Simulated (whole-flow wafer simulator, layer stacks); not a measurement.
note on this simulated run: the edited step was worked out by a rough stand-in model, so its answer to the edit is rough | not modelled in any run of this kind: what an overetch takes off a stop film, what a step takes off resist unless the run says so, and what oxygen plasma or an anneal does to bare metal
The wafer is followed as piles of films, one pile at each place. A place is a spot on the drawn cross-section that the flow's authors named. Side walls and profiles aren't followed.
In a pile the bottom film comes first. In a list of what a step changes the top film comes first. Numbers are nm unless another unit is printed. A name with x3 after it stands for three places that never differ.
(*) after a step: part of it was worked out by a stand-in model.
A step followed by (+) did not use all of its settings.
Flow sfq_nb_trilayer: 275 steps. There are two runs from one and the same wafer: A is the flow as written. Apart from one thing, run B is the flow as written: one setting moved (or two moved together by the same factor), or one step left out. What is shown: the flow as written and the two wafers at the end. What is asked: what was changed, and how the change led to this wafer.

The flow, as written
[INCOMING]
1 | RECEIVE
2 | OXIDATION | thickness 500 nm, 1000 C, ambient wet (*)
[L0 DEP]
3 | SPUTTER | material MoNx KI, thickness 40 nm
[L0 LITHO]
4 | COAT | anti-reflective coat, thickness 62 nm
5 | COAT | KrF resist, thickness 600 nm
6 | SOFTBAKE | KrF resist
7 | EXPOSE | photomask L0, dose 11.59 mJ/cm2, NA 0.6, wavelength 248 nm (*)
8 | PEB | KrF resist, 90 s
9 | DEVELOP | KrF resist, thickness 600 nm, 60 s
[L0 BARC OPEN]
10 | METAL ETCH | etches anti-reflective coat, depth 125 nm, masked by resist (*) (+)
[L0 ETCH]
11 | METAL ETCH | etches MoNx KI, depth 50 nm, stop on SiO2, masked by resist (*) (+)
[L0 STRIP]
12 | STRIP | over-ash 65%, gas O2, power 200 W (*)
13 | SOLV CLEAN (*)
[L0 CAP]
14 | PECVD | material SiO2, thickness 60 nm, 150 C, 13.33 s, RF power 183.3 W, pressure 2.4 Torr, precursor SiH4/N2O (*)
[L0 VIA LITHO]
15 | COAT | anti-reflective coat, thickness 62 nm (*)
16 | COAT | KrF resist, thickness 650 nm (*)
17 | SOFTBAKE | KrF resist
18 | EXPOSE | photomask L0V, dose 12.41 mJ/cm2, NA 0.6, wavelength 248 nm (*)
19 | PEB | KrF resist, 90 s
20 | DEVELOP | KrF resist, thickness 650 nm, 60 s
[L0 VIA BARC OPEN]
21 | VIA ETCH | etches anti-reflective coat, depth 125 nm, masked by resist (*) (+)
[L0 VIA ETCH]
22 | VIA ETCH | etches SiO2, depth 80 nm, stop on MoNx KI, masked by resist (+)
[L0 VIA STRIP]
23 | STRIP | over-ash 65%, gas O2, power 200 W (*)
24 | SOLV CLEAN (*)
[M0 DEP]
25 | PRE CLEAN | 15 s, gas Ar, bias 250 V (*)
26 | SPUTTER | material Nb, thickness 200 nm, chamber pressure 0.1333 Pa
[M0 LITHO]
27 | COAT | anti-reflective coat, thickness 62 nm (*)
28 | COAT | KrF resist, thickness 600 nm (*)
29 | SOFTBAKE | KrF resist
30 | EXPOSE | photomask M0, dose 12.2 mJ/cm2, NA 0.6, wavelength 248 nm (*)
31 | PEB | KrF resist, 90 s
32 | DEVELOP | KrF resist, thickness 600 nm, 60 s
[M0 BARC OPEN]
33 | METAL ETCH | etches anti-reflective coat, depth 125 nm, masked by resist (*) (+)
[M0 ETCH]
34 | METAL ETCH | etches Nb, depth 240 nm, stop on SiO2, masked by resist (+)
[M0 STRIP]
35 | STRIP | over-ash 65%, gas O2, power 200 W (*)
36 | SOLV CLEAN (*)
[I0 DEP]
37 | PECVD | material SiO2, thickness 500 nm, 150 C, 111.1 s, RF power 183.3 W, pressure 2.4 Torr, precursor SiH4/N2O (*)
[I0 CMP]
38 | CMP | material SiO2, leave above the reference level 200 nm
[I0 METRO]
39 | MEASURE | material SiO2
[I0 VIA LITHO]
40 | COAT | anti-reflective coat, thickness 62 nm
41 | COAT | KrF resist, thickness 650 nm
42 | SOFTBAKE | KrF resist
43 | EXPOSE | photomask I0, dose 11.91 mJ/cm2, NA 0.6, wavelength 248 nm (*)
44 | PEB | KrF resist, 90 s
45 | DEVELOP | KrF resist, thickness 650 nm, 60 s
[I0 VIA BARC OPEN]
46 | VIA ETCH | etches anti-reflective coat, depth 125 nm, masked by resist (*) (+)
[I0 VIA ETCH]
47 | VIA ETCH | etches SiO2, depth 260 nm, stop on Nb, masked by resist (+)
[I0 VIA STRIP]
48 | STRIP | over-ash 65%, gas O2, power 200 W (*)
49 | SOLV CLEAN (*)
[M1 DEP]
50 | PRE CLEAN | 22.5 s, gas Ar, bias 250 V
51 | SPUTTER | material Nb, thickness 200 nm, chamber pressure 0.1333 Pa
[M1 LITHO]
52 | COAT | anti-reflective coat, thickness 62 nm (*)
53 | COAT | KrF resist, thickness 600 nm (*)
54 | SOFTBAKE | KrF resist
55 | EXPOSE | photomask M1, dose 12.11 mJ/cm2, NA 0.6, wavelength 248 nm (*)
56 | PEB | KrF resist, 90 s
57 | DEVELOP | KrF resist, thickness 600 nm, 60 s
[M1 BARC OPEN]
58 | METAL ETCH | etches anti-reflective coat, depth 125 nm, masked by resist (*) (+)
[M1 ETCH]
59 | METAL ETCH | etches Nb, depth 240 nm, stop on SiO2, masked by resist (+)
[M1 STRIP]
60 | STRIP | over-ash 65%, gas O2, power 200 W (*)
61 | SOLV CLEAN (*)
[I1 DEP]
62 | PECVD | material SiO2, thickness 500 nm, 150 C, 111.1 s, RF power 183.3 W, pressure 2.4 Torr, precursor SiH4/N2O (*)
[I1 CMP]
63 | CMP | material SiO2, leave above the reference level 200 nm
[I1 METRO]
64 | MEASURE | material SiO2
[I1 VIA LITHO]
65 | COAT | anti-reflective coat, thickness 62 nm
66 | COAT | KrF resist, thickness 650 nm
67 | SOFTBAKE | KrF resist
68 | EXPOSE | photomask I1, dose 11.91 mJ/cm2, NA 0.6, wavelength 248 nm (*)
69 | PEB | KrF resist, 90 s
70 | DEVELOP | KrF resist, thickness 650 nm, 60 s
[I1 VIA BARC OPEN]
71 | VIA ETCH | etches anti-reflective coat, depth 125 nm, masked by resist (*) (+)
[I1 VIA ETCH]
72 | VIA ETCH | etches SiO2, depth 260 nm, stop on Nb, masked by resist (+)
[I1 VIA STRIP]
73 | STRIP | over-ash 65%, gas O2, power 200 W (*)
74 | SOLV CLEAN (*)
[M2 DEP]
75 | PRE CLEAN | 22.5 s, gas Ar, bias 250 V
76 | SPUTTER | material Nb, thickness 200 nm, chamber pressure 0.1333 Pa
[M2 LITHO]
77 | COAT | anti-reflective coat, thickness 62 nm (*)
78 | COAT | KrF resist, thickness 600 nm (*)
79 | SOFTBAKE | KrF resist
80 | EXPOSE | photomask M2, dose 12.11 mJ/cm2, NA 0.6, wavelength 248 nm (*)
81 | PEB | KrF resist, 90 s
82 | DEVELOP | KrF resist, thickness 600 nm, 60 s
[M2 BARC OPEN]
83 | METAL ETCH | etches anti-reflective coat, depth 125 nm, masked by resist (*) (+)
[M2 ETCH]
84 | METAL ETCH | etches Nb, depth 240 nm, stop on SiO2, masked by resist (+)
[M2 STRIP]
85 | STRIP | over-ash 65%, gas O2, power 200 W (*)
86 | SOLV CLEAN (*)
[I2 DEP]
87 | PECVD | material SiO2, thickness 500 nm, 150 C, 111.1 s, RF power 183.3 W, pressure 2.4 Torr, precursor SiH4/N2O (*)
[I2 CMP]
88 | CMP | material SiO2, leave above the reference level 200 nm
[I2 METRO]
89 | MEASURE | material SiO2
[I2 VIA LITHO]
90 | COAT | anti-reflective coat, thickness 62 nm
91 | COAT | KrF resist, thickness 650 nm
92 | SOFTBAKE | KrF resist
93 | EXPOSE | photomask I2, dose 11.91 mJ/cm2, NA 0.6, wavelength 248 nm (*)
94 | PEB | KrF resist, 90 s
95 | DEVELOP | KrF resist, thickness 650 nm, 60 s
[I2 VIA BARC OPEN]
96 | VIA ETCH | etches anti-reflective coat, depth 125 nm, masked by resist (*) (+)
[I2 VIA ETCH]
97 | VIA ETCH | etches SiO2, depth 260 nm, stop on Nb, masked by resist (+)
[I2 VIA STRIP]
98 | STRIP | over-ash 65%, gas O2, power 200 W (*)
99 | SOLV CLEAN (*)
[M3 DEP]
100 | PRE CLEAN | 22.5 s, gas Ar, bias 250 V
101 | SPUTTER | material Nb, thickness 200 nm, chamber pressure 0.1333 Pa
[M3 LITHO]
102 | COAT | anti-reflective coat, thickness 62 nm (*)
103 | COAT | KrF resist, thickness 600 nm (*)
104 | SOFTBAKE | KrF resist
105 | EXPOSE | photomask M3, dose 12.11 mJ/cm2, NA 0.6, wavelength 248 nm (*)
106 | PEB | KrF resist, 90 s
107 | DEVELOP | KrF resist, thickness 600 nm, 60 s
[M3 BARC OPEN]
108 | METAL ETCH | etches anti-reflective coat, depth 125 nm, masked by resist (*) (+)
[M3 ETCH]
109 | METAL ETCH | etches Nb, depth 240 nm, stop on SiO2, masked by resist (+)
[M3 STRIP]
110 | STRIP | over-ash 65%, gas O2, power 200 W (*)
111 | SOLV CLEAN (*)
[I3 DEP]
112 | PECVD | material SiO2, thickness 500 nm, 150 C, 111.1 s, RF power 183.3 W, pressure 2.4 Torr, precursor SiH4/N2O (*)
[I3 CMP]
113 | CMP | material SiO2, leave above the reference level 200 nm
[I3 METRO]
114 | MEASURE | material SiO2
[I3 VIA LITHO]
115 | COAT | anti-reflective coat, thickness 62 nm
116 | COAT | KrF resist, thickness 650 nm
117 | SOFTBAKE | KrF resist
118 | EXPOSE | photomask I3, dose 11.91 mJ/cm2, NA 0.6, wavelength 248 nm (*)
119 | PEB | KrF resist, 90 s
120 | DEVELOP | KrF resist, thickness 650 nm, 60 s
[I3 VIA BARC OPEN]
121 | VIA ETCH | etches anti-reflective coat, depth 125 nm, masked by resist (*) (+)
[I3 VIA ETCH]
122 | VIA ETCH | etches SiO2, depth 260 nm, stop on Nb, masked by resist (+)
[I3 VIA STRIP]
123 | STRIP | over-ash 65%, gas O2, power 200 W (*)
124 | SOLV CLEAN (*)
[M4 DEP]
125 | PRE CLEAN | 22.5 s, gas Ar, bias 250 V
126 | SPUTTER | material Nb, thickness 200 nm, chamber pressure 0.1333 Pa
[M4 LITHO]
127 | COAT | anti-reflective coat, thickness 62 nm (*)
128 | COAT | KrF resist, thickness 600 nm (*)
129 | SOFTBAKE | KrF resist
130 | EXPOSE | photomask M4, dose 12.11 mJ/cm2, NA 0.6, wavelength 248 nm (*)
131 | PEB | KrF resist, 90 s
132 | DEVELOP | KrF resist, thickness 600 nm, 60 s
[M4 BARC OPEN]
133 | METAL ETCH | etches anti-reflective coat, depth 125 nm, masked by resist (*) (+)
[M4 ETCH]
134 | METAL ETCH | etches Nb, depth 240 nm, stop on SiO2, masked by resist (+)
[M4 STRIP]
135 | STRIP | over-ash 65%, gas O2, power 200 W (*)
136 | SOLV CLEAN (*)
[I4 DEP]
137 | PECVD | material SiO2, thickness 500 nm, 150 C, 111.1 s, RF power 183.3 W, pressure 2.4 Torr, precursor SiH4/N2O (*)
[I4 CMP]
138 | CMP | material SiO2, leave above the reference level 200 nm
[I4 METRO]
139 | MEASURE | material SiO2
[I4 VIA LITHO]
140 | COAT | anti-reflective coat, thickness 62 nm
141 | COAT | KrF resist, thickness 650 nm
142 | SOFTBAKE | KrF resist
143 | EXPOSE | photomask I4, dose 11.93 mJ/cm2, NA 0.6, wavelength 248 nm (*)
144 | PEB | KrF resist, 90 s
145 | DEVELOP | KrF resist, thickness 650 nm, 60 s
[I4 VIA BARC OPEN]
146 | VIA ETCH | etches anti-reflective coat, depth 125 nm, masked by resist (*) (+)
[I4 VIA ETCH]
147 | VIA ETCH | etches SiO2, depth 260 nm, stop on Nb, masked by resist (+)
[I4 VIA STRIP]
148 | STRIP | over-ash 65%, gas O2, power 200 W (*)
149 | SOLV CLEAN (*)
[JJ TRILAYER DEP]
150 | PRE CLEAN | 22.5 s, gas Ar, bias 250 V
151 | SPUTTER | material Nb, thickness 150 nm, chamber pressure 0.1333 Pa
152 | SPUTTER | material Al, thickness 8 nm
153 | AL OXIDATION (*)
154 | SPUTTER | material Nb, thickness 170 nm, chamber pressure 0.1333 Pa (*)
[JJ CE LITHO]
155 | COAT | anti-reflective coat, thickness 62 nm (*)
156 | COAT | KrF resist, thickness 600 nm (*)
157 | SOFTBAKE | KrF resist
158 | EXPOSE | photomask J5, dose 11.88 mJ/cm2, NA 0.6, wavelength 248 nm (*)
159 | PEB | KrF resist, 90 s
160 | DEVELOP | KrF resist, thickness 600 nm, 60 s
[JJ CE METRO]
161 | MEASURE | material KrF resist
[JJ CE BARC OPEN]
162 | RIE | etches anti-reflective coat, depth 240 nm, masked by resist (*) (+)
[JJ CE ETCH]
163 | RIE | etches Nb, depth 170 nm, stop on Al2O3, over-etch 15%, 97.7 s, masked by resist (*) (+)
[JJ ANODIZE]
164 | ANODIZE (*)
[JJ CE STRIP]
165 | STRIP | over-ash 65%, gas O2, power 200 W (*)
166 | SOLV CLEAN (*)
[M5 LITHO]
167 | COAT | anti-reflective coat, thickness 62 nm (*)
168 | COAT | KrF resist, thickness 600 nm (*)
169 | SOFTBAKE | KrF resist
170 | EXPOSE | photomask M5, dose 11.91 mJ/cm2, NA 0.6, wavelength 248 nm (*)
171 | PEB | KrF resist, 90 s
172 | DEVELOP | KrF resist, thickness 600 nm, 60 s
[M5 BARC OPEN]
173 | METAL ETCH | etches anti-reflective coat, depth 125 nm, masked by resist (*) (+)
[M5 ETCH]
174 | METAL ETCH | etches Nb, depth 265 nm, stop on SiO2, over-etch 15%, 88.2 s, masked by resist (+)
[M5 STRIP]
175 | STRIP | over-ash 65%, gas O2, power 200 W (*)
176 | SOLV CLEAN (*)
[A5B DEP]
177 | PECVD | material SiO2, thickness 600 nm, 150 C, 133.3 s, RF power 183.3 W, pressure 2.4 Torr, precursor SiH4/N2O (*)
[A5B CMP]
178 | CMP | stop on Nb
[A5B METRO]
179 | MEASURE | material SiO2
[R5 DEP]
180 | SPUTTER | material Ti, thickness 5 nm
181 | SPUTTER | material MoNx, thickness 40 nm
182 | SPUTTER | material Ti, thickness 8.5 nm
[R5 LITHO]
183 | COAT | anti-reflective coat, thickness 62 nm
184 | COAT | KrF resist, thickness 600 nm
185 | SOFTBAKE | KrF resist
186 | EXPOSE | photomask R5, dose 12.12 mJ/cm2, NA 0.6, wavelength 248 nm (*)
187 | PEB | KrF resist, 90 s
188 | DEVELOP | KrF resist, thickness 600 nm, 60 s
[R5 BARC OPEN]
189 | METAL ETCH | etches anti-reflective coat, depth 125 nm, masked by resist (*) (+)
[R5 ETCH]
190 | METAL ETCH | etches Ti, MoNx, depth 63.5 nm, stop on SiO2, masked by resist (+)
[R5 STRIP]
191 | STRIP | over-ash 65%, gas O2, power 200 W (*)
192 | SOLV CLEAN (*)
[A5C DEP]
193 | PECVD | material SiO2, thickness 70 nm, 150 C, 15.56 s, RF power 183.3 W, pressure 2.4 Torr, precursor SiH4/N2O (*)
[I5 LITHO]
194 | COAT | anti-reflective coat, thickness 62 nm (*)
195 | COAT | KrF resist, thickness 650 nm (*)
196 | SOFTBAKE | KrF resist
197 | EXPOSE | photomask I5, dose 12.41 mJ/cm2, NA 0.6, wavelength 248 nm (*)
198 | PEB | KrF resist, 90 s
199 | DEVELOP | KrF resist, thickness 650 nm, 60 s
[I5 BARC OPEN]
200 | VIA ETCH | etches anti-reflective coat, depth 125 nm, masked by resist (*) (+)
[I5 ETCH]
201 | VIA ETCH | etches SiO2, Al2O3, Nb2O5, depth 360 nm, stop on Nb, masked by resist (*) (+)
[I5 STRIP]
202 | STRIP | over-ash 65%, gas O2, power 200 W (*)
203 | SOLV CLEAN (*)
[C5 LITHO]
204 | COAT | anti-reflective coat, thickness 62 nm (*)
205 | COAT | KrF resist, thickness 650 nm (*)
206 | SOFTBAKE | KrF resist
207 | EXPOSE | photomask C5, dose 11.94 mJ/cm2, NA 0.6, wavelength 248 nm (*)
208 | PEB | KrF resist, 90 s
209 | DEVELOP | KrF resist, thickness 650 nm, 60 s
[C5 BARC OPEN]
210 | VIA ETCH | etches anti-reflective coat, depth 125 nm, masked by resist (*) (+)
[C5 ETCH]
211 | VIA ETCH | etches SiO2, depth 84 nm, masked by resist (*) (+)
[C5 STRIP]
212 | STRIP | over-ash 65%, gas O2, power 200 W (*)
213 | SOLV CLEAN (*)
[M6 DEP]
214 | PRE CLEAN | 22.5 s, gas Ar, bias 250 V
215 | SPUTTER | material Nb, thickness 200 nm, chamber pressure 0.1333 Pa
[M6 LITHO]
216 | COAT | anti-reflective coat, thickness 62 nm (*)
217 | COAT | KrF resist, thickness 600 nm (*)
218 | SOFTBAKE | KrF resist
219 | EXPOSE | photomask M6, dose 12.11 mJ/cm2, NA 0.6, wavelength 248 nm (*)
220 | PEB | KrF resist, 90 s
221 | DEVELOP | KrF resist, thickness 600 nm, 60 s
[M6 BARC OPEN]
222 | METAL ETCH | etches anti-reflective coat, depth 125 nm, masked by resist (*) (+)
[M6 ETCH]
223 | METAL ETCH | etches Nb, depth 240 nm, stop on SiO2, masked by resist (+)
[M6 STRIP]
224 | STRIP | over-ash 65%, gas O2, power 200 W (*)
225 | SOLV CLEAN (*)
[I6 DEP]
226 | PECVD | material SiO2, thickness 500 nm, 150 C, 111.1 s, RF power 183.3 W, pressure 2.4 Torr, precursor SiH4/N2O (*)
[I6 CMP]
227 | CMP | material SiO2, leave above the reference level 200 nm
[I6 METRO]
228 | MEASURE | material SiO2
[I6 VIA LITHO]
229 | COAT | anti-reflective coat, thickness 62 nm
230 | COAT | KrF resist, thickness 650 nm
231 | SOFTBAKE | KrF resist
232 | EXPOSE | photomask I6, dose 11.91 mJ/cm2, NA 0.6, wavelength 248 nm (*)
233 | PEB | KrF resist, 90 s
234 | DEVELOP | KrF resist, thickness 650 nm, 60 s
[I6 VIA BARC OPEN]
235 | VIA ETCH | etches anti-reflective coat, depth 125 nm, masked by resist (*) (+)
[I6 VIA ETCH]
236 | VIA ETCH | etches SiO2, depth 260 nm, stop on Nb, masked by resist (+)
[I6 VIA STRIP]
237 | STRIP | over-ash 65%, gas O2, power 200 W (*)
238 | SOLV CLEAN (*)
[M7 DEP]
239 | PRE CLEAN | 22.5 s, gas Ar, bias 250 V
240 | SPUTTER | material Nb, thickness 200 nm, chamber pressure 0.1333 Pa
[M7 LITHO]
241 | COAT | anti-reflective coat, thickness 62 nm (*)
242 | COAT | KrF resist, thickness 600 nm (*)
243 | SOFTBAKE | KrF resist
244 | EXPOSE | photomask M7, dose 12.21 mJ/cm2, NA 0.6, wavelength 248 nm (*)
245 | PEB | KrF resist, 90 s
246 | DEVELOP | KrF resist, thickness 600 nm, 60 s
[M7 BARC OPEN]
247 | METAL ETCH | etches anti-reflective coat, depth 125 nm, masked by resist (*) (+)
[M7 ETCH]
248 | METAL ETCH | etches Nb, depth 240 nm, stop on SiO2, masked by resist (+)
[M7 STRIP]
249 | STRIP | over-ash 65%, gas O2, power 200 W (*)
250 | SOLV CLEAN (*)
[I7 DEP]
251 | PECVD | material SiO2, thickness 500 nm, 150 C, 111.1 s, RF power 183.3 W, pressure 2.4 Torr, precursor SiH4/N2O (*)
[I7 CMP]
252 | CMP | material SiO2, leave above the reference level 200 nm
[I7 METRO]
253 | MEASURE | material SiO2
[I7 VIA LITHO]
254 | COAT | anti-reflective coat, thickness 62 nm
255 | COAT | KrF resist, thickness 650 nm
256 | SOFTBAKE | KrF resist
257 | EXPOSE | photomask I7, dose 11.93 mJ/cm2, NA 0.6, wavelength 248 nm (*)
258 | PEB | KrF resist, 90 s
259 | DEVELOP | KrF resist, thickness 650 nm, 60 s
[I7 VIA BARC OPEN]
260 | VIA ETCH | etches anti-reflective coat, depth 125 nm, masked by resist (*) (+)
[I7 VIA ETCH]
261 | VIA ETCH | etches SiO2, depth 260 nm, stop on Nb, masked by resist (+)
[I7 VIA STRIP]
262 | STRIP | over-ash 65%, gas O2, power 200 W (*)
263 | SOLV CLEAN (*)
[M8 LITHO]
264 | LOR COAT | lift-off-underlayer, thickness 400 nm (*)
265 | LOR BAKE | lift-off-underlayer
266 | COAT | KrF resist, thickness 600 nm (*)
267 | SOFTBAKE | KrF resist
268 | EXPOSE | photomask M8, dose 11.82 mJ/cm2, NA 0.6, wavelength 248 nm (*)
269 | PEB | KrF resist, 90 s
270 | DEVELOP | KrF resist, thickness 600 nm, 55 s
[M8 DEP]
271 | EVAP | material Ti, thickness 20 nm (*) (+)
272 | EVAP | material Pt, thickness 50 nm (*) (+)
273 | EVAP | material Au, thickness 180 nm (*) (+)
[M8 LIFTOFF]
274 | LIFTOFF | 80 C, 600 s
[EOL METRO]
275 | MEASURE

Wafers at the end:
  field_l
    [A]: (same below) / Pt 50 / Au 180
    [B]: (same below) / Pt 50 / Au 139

Cause: step 273, EVAP: thickness 139 nm was run, though the flow has thickness 180 nm.
The wafer lets one read it off: field_l has Au 139, and step 273 as written asks for 180 nm.

Step by step, how the change led to this:
  273 | EVAP | material Au, thickness 180 nm (*) (+)
      field_l, v_sur, via_wl and 103 more: A +180 Au (new film) | B +139 Au (new film)
  274 | LIFTOFF | 80 C, 600 s
      p4_fl, p4_fm, p4_w1 and 71 more: A -180 Au (all of it), -50 Pt (all of it), -20 Ti (all of it), -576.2 KrF resist (all of it), -400 lift-off-underlayer (all of it) | B -139 Au (all of it), -50 Pt (all of it), -20 Ti (all of it), -576.2 KrF resist (all of it), -400 lift-off-underlayer (all of it)
      c5j, ce_r: A -180 Au (all of it), -50 Pt (all of it), -20 Ti (all of it), -573.3 KrF resist (all of it), -399.3 lift-off-underlayer (all of it) | B -139 Au (all of it), -50 Pt (all of it), -20 Ti (all of it), -573.3 KrF resist (all of it), -399.3 lift-off-underlayer (all of it)
      (and at 19 other places as well)
